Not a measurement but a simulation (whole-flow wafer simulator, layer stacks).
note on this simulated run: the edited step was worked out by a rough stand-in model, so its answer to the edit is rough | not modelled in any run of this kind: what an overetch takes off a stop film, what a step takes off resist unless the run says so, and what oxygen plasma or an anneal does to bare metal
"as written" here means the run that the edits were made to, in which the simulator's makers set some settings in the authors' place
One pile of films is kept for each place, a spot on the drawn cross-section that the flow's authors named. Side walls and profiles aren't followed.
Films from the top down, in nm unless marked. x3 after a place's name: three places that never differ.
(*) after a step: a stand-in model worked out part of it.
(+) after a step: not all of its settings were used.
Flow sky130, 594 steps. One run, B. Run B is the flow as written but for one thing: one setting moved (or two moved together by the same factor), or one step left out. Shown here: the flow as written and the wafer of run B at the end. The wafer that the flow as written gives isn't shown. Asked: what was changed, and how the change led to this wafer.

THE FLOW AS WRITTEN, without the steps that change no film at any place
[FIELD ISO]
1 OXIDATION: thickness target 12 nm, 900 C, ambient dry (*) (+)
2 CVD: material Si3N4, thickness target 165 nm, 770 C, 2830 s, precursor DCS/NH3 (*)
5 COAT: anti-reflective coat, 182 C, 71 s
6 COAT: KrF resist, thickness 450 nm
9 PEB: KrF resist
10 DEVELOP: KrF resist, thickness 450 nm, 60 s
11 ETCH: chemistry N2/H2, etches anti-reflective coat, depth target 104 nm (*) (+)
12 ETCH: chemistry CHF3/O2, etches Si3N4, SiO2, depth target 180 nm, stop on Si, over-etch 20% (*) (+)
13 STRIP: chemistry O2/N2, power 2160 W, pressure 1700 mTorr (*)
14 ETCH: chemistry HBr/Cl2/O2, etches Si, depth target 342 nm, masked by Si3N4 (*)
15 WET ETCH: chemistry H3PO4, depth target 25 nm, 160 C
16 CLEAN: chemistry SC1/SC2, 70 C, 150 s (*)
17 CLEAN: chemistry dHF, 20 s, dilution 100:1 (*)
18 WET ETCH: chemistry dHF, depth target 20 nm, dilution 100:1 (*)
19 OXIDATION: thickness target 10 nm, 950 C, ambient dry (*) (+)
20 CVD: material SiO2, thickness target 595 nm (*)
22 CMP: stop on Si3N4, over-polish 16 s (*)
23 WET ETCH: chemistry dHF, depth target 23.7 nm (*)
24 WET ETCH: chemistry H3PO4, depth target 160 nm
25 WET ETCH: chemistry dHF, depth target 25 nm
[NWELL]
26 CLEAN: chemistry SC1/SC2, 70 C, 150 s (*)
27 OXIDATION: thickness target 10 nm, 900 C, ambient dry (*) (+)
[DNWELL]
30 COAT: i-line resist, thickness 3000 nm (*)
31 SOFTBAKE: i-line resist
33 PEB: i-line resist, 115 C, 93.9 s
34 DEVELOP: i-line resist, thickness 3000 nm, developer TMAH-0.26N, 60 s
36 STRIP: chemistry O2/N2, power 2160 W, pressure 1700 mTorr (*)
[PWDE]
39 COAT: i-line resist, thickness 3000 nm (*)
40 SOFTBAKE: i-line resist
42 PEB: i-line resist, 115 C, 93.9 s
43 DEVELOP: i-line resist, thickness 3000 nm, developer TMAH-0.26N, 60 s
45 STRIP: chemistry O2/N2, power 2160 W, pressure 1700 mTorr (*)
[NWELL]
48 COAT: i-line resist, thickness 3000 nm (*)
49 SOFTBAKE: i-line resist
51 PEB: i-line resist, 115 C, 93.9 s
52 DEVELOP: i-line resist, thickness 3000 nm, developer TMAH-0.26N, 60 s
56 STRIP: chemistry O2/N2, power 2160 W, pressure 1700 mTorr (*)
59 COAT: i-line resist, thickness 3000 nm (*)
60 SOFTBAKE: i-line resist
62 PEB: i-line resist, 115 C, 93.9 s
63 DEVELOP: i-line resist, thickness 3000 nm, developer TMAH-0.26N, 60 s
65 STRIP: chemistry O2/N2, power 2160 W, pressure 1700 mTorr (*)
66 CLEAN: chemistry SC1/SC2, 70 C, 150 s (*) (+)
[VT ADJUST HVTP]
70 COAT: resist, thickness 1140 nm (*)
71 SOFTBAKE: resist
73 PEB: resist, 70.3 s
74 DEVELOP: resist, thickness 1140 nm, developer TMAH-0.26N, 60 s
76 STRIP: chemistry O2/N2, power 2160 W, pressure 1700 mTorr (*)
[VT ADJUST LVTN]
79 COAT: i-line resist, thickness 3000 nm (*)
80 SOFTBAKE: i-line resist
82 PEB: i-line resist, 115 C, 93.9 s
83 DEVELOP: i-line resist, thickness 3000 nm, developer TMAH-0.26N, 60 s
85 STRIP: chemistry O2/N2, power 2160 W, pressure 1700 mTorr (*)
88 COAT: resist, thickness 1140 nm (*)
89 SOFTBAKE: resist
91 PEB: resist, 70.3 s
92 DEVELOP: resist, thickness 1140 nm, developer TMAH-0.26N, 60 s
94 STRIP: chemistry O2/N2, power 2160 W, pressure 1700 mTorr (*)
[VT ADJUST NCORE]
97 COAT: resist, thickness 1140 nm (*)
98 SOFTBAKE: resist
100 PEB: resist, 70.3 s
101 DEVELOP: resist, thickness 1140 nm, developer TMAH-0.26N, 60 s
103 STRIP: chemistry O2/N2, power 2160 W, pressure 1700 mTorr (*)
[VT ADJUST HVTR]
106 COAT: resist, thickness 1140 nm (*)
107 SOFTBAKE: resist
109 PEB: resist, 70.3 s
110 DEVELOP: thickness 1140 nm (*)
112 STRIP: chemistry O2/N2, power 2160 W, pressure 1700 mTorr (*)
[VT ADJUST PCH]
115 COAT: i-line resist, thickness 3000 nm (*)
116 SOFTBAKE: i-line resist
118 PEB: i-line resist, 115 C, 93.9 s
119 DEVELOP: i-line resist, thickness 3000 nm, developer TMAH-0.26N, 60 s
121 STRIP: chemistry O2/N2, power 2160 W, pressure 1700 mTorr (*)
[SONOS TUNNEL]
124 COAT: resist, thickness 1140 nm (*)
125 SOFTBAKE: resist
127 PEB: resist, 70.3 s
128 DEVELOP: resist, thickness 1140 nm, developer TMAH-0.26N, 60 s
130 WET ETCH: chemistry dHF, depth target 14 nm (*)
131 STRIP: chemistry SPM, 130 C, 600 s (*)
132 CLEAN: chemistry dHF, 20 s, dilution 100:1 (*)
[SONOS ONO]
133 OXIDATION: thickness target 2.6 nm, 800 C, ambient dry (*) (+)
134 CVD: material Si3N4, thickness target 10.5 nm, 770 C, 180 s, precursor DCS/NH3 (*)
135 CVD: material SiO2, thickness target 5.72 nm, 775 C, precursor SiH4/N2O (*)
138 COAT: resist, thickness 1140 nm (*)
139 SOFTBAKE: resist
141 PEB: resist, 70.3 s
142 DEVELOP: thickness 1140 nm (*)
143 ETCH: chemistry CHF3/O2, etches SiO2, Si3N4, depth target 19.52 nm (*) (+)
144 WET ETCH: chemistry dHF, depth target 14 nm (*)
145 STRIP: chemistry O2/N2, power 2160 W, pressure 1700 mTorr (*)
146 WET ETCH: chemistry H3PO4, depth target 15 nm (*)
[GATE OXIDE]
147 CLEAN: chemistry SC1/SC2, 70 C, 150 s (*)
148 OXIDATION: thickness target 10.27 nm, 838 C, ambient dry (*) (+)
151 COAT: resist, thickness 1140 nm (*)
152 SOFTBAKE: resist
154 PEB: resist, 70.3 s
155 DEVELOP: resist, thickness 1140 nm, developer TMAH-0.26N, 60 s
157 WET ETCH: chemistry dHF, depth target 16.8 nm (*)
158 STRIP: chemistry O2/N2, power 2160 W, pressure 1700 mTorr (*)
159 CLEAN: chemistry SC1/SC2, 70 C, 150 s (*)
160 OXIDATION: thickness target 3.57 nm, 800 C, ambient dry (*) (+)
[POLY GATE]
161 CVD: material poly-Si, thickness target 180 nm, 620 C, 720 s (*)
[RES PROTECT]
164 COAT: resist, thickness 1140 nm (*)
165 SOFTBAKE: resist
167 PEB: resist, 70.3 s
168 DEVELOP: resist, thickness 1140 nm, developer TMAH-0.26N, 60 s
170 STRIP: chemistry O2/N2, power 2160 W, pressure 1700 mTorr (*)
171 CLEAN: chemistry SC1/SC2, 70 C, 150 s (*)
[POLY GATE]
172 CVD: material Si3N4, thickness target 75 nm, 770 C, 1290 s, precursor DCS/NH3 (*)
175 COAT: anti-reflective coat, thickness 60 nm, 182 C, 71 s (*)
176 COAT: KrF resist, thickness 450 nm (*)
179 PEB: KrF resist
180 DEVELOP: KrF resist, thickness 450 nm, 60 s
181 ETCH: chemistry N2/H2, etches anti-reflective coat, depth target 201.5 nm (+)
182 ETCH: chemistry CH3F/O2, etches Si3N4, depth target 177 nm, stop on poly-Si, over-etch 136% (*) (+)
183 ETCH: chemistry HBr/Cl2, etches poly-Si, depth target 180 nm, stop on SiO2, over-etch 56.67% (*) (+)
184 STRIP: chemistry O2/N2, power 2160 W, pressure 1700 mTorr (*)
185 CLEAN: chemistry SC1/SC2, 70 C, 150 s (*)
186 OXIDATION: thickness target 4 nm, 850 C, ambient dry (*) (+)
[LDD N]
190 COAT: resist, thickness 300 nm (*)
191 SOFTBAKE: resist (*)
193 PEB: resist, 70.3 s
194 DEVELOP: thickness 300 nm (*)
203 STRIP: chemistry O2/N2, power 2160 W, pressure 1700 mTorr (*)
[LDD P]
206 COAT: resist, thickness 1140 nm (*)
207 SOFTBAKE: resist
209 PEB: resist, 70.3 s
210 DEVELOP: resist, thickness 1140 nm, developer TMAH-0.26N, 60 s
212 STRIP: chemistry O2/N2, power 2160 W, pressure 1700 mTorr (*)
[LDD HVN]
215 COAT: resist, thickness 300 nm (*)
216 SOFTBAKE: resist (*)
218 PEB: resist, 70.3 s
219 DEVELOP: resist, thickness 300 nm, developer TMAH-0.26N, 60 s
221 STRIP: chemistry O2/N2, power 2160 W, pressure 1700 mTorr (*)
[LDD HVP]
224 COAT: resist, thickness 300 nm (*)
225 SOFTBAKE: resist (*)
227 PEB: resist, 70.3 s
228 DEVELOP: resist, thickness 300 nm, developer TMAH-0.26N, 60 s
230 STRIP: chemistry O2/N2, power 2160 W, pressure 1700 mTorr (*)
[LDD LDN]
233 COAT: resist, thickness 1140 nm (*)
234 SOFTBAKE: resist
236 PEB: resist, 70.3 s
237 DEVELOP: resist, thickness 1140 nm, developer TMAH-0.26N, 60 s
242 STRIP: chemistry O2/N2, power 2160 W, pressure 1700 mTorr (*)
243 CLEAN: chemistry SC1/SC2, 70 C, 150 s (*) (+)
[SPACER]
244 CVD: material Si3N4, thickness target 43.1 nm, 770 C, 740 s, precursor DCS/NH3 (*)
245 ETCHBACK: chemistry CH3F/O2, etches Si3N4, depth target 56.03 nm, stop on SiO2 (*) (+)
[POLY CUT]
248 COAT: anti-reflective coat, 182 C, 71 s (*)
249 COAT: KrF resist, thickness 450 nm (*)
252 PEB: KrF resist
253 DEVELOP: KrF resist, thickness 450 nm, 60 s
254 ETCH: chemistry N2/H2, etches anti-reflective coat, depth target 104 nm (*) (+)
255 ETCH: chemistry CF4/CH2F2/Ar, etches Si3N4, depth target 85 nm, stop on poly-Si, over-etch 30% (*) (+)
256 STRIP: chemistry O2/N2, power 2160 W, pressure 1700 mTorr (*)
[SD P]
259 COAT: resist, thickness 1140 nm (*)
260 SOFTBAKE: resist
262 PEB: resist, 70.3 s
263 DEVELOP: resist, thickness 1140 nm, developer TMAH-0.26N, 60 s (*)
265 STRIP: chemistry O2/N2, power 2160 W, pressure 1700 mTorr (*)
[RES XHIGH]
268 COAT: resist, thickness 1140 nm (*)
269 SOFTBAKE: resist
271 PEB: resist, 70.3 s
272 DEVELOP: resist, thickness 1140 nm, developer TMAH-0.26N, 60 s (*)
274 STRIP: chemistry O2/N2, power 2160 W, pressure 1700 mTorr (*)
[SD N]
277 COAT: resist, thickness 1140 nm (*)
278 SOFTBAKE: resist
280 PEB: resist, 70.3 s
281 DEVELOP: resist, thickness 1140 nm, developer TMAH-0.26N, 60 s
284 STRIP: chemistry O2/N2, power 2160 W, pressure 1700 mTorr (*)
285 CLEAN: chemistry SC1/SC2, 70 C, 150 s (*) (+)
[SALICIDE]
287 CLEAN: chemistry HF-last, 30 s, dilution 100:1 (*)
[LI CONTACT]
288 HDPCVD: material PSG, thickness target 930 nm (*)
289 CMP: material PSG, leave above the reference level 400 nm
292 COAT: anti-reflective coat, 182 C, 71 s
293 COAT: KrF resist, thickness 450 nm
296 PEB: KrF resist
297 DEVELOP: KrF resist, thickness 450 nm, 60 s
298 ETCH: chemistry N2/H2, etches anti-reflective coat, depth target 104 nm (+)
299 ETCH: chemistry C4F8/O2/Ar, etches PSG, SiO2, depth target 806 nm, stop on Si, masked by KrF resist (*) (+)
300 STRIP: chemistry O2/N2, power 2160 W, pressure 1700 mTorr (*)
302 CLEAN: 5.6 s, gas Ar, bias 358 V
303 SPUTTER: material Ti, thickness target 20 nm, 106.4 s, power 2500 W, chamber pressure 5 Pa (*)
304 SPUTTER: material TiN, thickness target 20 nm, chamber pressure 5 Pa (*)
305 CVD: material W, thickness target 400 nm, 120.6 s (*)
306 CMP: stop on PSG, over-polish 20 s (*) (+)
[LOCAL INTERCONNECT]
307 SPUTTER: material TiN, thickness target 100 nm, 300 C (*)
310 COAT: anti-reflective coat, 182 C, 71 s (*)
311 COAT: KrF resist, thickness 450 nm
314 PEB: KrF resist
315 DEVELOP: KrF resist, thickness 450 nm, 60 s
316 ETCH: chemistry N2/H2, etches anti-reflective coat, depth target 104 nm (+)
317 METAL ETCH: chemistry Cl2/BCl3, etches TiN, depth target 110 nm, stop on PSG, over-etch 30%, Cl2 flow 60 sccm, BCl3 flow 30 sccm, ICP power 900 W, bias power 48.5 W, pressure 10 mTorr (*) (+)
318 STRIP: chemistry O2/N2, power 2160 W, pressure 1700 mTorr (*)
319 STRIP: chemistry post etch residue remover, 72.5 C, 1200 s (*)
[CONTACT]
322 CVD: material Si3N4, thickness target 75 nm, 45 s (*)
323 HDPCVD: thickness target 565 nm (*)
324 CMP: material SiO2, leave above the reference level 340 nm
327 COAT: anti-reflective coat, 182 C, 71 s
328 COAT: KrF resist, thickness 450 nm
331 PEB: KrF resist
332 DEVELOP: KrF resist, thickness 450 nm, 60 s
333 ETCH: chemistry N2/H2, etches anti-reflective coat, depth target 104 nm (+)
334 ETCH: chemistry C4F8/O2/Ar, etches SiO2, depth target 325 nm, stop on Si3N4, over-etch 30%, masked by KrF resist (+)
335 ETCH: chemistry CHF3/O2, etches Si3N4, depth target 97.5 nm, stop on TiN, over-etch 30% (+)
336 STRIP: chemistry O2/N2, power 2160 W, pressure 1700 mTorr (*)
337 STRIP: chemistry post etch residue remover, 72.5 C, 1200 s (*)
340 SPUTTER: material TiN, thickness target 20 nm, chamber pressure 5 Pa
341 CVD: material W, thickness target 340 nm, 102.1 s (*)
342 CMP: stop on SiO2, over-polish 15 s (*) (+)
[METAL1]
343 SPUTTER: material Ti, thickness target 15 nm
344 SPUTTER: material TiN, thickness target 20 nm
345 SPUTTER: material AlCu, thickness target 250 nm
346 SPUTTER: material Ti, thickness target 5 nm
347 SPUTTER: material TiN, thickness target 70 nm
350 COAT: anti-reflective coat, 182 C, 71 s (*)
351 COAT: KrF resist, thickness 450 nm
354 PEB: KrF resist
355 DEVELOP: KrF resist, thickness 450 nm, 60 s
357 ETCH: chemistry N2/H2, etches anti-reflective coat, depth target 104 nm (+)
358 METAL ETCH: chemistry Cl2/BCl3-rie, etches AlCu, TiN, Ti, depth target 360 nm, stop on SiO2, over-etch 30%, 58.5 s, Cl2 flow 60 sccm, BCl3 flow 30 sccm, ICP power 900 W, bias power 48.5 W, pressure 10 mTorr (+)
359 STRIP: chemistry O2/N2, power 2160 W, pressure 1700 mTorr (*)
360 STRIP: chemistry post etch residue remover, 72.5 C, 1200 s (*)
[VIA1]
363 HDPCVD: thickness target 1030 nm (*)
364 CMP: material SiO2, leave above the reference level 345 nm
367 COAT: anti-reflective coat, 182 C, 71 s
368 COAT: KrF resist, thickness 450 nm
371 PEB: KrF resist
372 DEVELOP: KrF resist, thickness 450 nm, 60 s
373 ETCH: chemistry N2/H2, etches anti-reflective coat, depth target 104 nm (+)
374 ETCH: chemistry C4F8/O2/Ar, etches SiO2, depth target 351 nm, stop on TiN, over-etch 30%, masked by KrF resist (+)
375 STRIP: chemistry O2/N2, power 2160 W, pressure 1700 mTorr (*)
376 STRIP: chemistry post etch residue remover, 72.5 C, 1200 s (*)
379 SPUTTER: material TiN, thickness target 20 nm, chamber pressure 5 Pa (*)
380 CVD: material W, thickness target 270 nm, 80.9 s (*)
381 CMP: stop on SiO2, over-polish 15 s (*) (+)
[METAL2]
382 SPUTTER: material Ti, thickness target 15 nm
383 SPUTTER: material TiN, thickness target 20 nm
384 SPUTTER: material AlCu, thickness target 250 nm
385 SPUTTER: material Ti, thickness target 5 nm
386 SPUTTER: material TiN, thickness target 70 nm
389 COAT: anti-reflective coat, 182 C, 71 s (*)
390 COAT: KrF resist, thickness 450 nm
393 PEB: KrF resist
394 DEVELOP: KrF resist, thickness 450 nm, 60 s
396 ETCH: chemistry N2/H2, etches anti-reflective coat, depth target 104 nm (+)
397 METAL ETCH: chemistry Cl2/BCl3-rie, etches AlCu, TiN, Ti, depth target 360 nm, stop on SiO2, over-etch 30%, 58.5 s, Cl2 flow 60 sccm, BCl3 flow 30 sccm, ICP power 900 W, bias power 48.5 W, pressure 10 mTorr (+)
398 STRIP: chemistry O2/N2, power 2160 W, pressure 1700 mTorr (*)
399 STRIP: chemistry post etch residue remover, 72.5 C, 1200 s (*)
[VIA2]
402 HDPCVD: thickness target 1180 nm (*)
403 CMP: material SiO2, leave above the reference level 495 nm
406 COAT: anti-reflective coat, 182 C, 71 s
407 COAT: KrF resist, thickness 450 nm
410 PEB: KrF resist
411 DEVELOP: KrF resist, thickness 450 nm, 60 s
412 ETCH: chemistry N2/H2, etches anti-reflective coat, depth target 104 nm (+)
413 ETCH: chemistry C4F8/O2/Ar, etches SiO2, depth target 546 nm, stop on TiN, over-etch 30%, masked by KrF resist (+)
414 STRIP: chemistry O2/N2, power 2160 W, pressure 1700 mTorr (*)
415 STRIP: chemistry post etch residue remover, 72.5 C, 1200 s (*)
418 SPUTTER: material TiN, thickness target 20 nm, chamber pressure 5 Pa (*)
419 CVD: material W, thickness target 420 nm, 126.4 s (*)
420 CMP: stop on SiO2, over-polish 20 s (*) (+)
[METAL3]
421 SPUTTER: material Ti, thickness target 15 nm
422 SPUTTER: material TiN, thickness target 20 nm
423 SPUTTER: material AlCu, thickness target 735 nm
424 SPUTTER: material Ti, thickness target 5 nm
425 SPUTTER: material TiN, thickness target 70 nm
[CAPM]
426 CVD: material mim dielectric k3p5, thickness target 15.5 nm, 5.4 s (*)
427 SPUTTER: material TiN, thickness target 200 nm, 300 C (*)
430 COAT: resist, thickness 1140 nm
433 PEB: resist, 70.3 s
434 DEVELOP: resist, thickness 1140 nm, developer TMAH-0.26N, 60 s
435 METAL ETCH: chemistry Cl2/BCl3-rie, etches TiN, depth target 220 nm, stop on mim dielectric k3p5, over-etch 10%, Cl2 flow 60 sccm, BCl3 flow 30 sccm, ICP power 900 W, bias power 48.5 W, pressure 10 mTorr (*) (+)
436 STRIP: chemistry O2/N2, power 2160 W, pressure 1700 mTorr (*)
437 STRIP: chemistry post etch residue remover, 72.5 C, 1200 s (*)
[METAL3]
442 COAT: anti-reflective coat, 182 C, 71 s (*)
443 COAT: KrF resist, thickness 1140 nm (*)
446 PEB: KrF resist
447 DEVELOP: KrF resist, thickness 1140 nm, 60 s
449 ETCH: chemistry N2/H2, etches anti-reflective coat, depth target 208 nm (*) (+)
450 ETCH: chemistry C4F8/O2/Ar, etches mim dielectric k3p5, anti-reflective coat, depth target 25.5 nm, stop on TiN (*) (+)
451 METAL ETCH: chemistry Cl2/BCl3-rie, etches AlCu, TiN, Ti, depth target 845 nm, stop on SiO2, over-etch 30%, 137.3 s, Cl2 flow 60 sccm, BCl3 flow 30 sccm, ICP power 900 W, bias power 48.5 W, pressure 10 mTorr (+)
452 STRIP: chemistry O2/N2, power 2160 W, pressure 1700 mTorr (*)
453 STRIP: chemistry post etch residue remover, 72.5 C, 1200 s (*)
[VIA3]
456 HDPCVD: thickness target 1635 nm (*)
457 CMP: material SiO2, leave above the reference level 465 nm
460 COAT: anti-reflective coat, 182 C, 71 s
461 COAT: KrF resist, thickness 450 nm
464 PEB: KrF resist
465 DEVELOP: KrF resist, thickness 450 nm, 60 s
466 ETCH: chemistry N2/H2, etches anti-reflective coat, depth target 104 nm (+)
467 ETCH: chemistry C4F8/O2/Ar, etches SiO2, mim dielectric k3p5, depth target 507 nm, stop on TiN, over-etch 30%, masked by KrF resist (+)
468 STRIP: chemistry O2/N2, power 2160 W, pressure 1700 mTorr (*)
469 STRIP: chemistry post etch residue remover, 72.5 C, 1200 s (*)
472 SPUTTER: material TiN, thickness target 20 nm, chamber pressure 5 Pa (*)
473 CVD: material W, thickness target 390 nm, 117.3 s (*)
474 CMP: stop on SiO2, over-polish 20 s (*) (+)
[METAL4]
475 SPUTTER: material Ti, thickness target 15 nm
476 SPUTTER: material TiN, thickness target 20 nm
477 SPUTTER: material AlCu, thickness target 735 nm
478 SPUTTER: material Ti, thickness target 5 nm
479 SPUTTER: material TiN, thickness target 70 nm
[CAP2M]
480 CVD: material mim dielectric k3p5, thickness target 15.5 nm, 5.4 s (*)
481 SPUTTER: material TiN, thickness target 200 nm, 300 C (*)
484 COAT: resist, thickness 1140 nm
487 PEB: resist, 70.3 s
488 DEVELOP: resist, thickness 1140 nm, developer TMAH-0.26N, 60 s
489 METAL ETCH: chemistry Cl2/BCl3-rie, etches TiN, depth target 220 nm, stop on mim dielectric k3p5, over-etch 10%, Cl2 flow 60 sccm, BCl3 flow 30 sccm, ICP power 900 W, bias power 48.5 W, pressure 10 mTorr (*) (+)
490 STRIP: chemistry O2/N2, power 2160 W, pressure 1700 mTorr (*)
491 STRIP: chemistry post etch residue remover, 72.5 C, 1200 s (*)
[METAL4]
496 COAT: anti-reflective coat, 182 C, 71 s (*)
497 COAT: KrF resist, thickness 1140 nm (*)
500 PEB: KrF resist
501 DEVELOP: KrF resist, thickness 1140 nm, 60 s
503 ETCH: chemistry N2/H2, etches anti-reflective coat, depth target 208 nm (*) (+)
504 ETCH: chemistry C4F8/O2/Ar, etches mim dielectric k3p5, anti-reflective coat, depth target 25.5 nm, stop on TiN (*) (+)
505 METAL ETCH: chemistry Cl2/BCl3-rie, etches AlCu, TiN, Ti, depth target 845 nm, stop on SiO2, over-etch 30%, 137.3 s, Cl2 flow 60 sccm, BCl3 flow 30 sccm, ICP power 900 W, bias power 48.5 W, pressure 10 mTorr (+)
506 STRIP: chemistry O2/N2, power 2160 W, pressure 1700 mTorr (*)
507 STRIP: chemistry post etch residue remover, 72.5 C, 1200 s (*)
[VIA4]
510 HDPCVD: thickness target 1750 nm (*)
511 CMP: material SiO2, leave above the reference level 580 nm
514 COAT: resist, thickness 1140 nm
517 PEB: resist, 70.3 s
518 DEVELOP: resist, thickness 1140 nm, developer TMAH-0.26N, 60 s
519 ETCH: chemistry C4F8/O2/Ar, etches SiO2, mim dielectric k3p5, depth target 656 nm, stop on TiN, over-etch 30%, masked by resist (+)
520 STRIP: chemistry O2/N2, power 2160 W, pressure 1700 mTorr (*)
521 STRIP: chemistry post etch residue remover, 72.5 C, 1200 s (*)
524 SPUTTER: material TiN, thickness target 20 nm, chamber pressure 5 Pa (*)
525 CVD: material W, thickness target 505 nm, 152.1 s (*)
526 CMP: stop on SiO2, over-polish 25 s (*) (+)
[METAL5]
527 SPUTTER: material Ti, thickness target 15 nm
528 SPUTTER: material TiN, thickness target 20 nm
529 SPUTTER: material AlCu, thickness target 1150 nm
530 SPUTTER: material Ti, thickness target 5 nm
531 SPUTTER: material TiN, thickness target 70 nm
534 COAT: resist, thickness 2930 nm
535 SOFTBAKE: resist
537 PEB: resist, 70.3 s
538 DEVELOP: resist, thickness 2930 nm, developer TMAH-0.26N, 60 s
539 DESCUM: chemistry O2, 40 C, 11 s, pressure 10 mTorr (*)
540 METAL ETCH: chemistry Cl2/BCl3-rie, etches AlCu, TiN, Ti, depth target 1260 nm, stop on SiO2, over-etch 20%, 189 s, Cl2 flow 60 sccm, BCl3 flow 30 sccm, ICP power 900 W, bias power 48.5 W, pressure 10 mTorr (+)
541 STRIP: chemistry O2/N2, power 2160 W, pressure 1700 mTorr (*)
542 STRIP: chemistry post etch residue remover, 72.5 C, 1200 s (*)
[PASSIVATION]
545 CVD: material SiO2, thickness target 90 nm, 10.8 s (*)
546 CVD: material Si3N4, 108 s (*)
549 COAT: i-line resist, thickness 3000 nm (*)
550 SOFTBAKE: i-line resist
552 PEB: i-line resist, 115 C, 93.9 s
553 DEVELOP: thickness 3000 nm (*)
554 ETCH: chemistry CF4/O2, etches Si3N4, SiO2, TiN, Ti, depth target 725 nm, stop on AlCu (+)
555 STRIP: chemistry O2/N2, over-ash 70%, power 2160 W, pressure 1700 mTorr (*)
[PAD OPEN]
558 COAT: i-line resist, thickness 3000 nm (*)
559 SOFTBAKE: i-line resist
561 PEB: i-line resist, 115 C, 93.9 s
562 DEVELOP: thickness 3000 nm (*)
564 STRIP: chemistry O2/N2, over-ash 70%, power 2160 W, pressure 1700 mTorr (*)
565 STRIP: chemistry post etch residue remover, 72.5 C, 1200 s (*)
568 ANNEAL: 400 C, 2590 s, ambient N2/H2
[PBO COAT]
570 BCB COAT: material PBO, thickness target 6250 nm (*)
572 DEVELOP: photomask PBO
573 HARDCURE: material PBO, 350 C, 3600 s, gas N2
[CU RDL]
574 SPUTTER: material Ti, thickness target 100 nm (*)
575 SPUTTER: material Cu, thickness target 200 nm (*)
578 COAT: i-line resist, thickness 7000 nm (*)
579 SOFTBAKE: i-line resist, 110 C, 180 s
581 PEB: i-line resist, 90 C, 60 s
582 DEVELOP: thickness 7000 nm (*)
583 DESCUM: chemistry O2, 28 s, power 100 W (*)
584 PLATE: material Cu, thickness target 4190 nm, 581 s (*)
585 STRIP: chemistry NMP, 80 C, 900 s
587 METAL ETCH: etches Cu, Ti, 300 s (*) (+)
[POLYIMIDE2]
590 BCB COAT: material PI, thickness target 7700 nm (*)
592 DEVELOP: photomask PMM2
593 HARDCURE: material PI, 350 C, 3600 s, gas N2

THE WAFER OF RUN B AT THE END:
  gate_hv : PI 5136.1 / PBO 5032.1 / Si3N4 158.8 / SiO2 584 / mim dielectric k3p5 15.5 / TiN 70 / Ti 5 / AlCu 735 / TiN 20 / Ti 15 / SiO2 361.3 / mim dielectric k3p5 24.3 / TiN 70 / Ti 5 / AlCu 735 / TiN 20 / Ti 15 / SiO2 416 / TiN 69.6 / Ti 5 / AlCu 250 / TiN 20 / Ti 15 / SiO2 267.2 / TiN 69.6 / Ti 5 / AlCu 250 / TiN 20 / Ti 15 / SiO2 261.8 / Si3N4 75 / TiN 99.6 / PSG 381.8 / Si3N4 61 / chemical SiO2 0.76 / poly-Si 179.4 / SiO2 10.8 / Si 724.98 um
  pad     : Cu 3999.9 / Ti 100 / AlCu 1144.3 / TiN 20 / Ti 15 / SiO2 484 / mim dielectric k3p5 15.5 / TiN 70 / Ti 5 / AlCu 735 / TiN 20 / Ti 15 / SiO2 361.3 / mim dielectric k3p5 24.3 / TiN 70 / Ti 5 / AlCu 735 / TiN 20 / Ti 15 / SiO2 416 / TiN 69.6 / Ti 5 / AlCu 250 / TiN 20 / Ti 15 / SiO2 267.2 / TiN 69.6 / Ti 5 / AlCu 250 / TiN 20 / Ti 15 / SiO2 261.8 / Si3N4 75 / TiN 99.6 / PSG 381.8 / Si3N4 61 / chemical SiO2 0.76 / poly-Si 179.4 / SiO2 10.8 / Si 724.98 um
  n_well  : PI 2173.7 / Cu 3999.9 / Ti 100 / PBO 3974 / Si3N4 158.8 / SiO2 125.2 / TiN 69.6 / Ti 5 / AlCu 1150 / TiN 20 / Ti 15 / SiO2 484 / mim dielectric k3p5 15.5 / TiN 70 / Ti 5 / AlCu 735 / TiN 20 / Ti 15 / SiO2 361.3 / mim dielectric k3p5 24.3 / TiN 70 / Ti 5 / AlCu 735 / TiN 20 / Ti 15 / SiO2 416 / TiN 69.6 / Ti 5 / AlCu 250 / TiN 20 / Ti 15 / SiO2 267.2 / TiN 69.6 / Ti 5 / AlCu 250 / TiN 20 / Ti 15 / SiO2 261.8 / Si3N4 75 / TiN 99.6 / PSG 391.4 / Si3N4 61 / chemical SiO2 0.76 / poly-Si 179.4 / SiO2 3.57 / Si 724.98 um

The cause: step 426, CVD: thickness target 24.3 nm was run, where the flow has thickness target 15.5 nm; step 426, CVD: 8.48 s was run, where the flow has 5.4 s.
It can be read off the wafer: gate_hv has mim dielectric k3p5 24.3, and step 426 as written asks for 15.5 nm.

How the change led to this, step by step:
  426 CVD: material mim dielectric k3p5, thickness target 15.5 nm, 5.4 s (*)
      field, active, n_well and 188 more: mim dielectric k3p5 +24.3 (new film) (as written it would be: mim dielectric k3p5 +15.5 (new film))
  450 ETCH: chemistry C4F8/O2/Ar, etches mim dielectric k3p5, anti-reflective coat, depth target 25.5 nm, stop on TiN (*) (+)
      n_well, p_well, gate_hv and 104 more: KrF resist -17 (as written it would be: KrF resist -15.5)
      field, active, gate and 82 more: mim dielectric k3p5 -24.3 (all of it) (as written it would be: mim dielectric k3p5 -15.5 (all of it))
  467 ETCH: chemistry C4F8/O2/Ar, etches SiO2, mim dielectric k3p5, depth target 507 nm, stop on TiN, over-etch 30%, masked by KrF resist (+)
      m1: SiO2 -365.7 (all of it), mim dielectric k3p5 -24.3 (all of it) (as written it would be: SiO2 -374.5 (all of it), mim dielectric k3p5 -15.5 (all of it))
      via3_hole: SiO2 -365.1 (all of it), mim dielectric k3p5 -24.3 (all of it) (as written it would be: SiO2 -373.9 (all of it), mim dielectric k3p5 -15.5 (all of it))
